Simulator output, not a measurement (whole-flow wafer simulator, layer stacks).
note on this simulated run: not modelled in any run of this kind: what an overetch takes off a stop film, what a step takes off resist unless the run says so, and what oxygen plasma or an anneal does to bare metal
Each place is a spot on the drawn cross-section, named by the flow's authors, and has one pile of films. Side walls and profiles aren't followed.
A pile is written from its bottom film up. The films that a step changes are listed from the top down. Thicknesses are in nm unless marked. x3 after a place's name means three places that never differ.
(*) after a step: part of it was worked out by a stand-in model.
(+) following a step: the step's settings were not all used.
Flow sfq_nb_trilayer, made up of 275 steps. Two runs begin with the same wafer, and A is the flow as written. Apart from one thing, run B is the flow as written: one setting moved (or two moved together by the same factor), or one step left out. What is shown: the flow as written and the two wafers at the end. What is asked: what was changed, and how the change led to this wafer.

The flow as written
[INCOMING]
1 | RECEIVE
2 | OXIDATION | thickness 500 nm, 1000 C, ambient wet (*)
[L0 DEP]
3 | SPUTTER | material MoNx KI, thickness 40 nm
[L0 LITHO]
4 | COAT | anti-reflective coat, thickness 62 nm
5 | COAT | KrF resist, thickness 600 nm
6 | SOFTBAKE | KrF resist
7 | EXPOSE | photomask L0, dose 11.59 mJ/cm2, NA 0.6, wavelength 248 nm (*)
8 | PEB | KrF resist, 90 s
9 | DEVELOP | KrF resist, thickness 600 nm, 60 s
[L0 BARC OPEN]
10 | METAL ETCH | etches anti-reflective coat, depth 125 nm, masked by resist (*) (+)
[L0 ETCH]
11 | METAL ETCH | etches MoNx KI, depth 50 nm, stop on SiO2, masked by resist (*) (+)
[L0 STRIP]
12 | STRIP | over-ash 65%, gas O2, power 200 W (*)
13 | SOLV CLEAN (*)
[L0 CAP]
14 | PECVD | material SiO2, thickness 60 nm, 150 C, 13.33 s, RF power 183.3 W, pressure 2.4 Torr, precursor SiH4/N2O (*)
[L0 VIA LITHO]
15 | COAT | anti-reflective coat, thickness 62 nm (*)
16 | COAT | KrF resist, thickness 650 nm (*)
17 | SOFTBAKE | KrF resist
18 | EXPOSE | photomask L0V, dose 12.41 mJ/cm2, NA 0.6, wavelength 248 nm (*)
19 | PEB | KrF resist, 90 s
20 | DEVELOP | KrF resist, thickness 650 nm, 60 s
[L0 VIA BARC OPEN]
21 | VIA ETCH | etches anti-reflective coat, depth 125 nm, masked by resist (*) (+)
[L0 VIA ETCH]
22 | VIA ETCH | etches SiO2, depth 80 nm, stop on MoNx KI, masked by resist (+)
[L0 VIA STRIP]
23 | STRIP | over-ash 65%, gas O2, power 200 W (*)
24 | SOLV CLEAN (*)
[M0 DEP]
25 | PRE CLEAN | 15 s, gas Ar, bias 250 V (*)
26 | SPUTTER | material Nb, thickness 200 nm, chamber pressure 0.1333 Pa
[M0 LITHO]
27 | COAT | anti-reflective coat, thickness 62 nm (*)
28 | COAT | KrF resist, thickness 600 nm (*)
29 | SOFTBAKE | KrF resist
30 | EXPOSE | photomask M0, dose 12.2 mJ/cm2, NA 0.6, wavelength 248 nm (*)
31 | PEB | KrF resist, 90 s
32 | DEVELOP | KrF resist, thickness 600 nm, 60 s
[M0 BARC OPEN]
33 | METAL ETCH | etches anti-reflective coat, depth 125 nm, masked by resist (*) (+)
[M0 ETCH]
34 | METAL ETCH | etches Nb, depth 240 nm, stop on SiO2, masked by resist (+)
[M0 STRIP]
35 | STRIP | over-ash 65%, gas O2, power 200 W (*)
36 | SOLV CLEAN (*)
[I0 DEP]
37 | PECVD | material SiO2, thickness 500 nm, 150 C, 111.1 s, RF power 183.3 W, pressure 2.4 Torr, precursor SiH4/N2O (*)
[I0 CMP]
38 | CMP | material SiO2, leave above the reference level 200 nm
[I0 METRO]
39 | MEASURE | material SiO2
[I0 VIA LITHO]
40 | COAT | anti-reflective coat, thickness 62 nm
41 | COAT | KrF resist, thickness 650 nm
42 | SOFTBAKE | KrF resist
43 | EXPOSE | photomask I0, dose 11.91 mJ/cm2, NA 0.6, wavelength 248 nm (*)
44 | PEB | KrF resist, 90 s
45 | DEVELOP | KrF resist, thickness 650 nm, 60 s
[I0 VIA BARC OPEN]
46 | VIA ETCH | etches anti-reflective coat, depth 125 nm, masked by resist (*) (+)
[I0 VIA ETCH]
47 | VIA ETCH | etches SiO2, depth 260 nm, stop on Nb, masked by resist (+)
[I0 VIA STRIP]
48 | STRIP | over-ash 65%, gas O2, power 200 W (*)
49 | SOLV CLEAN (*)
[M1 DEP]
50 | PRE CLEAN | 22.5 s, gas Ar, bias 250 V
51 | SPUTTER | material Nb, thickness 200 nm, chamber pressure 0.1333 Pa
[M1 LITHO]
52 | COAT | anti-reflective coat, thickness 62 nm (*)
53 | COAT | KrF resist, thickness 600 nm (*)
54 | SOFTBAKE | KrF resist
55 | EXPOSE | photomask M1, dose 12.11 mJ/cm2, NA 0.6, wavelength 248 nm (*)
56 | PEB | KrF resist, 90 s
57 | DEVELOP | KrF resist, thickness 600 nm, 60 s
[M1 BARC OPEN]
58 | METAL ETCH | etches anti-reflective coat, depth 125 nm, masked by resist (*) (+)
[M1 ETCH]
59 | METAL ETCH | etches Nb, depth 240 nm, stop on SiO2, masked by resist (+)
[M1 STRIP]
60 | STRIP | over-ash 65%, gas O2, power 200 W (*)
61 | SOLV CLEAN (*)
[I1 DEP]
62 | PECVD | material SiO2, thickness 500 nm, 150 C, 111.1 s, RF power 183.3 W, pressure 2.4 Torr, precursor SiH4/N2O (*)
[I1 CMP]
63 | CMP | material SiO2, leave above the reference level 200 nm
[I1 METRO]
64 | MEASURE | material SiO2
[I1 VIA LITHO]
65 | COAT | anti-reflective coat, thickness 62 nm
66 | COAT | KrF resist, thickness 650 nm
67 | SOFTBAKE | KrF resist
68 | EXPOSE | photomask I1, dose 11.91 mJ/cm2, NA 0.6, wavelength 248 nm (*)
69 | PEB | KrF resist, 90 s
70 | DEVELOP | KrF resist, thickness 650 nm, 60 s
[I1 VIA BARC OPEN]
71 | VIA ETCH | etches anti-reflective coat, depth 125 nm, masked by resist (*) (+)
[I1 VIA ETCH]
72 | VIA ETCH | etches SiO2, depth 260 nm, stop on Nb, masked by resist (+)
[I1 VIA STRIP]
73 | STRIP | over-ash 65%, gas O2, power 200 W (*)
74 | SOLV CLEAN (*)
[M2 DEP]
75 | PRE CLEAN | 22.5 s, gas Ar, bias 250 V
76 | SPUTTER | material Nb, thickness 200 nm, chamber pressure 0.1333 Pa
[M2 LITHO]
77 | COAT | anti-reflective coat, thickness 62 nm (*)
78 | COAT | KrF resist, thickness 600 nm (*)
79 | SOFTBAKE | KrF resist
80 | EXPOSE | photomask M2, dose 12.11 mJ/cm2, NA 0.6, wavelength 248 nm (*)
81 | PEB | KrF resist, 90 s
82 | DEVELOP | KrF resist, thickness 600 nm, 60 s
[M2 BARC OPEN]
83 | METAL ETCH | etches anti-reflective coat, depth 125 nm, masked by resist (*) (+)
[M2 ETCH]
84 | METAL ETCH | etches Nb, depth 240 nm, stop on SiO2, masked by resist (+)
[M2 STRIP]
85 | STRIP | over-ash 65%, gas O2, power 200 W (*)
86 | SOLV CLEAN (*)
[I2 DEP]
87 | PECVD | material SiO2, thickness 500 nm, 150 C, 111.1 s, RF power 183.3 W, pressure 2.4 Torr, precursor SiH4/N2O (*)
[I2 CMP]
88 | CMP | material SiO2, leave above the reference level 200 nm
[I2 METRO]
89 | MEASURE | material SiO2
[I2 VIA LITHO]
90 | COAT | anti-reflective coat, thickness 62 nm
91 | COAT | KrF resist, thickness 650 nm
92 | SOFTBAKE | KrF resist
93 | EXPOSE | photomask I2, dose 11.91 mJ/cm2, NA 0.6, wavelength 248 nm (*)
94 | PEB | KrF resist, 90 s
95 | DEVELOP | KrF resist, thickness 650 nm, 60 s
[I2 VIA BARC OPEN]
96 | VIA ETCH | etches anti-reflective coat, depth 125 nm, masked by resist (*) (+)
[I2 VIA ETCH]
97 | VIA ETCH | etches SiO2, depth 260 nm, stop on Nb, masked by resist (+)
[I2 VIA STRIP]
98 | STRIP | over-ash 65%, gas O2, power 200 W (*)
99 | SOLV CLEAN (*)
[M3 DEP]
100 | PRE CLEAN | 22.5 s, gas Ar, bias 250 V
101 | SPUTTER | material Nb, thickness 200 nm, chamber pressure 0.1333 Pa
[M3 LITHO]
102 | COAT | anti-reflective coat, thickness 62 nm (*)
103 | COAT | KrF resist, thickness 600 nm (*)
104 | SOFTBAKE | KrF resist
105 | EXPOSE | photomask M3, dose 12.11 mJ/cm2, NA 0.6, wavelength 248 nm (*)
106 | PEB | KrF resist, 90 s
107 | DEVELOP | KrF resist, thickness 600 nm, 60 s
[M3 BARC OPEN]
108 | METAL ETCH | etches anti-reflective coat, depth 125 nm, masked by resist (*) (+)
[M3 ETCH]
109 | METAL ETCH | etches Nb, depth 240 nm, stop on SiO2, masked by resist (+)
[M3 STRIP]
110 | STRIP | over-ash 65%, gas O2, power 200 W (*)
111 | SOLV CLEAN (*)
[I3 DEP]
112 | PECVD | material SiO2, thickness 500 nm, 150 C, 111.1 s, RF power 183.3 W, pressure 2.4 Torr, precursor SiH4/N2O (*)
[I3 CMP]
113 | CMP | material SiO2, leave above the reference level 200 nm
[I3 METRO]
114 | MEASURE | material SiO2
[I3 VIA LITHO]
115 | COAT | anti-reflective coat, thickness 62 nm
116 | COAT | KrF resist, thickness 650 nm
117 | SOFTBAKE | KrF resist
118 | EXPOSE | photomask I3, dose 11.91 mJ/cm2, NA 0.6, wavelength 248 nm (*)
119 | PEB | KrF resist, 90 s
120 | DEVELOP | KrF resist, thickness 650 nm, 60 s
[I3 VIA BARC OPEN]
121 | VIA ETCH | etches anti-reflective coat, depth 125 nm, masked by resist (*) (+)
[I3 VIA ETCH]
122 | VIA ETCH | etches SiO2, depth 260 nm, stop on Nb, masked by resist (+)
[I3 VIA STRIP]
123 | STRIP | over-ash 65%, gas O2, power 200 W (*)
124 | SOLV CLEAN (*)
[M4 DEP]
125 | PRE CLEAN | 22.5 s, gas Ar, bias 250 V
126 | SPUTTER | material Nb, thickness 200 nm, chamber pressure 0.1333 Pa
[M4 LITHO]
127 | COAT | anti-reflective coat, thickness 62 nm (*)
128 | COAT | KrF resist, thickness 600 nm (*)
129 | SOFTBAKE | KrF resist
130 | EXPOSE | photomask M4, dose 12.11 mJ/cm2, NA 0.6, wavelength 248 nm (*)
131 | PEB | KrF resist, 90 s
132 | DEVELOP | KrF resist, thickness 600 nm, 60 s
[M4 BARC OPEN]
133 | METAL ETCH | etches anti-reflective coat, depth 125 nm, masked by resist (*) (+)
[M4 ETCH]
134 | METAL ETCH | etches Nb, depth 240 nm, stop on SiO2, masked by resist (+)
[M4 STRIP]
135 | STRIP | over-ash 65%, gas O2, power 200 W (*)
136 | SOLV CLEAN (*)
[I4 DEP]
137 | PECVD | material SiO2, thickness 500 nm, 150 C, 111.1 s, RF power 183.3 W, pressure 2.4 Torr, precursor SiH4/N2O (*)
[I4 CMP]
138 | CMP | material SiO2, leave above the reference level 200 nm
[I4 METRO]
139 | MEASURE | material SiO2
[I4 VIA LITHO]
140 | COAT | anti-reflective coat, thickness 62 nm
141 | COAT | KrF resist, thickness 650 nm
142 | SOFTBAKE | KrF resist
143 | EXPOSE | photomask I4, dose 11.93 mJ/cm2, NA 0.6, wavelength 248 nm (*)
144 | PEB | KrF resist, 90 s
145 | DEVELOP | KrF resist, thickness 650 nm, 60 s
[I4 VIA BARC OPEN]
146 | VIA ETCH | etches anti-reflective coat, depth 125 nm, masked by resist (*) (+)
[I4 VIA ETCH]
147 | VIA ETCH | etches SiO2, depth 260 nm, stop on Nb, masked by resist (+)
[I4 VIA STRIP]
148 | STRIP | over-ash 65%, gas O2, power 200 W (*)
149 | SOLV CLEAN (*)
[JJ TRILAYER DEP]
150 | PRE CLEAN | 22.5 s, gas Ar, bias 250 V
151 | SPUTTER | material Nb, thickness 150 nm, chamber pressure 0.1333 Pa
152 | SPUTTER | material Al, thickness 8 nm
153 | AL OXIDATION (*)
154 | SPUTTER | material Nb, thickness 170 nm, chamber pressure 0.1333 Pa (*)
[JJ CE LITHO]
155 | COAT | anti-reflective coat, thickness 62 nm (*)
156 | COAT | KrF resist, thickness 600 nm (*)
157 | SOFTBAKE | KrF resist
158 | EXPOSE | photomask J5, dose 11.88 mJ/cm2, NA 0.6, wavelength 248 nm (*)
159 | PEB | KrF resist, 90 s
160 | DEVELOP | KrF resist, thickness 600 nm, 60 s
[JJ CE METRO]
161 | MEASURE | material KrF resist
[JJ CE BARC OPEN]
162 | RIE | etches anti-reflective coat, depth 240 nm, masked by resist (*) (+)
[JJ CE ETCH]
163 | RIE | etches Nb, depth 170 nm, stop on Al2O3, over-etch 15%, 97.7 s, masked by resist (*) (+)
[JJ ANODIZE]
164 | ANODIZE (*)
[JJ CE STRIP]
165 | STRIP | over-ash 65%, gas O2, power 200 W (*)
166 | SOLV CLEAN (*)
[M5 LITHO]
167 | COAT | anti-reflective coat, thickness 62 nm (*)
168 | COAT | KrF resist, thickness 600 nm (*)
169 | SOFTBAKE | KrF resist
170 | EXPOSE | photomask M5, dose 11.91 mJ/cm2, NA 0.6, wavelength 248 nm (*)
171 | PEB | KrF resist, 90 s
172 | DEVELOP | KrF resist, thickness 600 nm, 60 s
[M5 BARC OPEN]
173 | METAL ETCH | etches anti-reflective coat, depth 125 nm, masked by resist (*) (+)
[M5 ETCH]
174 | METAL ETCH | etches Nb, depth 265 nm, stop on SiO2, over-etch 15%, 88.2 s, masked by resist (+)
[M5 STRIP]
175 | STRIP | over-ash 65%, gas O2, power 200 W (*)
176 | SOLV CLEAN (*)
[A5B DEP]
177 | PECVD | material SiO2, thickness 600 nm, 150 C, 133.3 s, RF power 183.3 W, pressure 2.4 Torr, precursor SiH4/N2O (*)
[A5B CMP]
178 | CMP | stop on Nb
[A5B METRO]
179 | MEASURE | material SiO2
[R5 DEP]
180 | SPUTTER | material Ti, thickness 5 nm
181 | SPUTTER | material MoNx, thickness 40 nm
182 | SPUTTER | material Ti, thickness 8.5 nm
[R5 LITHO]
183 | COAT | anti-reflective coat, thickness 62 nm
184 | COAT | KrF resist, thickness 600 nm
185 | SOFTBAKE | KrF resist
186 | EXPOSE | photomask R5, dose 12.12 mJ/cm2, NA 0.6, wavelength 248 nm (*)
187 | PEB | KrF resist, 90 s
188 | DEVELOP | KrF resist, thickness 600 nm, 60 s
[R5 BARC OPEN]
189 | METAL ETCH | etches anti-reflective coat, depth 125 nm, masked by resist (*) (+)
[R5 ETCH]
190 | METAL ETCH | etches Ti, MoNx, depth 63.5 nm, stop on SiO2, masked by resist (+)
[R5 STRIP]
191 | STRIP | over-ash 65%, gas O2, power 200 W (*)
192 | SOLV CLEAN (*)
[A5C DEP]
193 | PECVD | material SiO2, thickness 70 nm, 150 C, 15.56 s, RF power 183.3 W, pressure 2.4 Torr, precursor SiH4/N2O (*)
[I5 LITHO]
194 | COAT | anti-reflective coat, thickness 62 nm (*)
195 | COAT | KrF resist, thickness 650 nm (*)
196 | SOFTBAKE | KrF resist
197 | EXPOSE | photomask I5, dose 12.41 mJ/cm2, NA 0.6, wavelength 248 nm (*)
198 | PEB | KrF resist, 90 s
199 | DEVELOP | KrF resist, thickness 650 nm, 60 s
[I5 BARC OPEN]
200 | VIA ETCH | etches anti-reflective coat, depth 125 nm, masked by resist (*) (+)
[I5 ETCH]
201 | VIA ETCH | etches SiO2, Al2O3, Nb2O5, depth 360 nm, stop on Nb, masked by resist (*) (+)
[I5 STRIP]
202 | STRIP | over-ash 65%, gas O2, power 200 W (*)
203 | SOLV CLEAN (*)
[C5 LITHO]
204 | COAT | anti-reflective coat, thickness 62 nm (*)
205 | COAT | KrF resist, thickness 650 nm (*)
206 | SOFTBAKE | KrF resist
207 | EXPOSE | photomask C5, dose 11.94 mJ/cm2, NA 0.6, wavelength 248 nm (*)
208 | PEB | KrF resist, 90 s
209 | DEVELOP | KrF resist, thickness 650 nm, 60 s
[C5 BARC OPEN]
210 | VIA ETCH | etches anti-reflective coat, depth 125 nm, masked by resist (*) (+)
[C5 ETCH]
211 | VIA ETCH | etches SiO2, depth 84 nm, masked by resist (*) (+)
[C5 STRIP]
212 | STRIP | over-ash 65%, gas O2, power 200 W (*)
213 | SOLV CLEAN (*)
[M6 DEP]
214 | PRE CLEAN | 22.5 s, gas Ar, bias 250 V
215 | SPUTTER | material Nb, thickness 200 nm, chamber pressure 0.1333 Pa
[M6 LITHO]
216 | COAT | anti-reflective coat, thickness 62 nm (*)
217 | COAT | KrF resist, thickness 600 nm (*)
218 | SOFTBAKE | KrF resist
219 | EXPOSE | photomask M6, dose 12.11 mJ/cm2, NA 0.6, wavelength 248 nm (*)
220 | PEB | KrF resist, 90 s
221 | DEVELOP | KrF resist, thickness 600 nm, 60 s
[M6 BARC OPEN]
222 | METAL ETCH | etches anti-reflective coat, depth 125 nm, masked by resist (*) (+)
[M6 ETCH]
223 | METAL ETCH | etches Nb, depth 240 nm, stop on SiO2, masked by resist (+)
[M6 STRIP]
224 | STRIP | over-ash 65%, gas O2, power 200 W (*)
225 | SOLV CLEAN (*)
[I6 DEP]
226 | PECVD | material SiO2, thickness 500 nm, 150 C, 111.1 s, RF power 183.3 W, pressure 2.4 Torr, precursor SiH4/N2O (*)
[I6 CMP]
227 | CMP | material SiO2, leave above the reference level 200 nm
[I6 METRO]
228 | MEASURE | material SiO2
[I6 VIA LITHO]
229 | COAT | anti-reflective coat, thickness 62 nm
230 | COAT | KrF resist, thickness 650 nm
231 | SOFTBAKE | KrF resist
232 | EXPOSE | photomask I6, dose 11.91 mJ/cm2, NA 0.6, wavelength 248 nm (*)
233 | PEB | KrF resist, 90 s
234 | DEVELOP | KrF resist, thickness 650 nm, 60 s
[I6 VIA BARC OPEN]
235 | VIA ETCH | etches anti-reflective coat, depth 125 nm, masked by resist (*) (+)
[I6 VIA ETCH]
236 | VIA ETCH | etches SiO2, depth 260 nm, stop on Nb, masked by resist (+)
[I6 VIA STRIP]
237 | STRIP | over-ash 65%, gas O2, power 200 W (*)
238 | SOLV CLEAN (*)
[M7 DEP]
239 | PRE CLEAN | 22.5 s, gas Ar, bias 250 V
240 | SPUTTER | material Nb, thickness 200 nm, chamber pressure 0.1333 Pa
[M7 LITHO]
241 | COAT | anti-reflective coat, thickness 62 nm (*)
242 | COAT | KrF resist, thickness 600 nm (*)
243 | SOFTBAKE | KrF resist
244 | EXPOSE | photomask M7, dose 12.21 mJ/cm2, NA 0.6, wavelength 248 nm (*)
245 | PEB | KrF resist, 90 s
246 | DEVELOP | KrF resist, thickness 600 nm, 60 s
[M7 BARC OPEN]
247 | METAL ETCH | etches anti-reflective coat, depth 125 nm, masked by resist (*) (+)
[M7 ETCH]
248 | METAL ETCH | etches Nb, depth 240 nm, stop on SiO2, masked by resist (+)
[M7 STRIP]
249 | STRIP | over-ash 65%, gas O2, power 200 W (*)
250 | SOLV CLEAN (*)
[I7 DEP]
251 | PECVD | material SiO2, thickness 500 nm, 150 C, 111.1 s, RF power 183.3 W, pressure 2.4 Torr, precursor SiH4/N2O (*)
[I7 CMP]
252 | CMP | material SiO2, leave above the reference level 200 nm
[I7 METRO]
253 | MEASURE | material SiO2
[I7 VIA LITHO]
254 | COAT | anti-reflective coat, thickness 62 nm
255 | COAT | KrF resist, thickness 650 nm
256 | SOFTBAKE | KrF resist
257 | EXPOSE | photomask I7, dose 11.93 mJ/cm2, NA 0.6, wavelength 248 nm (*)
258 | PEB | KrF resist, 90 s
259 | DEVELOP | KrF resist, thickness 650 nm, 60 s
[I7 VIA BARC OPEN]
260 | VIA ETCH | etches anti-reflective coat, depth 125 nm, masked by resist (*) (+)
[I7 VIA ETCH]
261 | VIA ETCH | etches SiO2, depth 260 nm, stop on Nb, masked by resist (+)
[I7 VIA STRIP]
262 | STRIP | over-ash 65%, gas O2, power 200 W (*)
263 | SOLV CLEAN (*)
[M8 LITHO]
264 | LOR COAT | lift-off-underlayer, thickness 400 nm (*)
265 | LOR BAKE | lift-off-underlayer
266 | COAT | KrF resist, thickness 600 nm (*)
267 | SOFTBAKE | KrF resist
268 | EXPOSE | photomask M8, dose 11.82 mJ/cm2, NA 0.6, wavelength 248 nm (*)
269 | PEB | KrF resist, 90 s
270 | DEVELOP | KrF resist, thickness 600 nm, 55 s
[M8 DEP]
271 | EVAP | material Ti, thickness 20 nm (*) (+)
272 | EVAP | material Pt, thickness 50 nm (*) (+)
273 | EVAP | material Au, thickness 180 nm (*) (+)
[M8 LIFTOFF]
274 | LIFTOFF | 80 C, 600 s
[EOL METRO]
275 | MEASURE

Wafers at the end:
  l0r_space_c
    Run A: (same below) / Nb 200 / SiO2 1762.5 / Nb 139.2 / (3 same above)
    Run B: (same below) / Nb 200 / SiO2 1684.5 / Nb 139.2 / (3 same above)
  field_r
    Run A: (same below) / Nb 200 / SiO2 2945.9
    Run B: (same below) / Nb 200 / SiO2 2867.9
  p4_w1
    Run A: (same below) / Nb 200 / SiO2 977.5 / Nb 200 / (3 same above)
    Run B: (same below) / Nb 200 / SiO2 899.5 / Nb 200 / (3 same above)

What caused this: step 38, CMP: leave above the reference level 122 nm was run, whereas the flow has leave above the reference level 200 nm.

The path from the change to this, step by step:
  38 | CMP | material SiO2, leave above the reference level 200 nm
      v_sur, via_wl, via_w and 94 more: A SiO2 loses 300 | B SiO2 loses 378
      field_l, l0_sur, l0r_line_l, l0r_line_c, l0r_line_r: A SiO2 loses 340 | B SiO2 loses 418
      (also at 4 further places)
  47 | VIA ETCH | etches SiO2, depth 260 nm, stop on Nb, masked by resist (+)
      field_l, v_sur, via_wl and 102 more: A KrF resist loses 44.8 | B KrF resist loses 31.5
      via_w: A SiO2 loses 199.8 (all of it) | B SiO2 loses 121.8 (all of it)
  48 | STRIP | over-ash 65%, gas O2, power 200 W (*)
      field_l, v_sur, via_wl and 102 more: A KrF resist loses 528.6 (all of it), anti-reflective coat loses 62 (all of it) | B KrF resist loses 541.9 (all of it), anti-reflective coat loses 62 (all of it)
  51 | SPUTTER | material Nb, thickness 200 nm, chamber pressure 0.1333 Pa
      via_w: A Nb gains 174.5 | B Nb gains 190.2
  52 | COAT | anti-reflective coat, thickness 62 nm (*)
      via_wl: A anti-reflective coat gains 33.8 (new film) | B anti-reflective coat gains 38.2 (new film)
      via_w: A anti-reflective coat gains 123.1 (new film) | B anti-reflective coat gains 105.4 (new film)
      (also at 1 further place)
  53 | COAT | KrF resist, thickness 600 nm (*)
      via_w: A KrF resist gains 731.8 (new film) | B KrF resist gains 668.5 (new film)
  60 | STRIP | over-ash 65%, gas O2, power 200 W (*)
      via_wl: A KrF resist loses 385.5 (all of it), anti-reflective coat loses 33.8 (all of it) | B KrF resist loses 391 (all of it), anti-reflective coat loses 38.2 (all of it)
      via_w: A KrF resist loses 513.8 (all of it), anti-reflective coat loses 123.1 (all of it) | B KrF resist loses 450.8 (all of it), anti-reflective coat loses 105.4 (all of it)
      (also at 1 further place)
  62 | PECVD | material SiO2, thickness 500 nm, 150 C, 111.1 s, RF power 183.3 W, pressure 2.4 Torr, precursor SiH4/N2O (*)
      via_w: A SiO2 gains 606 (new film) | B SiO2 gains 500 (new film)
  63 | CMP | material SiO2, leave above the reference level 200 nm
      via_w: A SiO2 loses 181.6 | B SiO2 loses 169.2
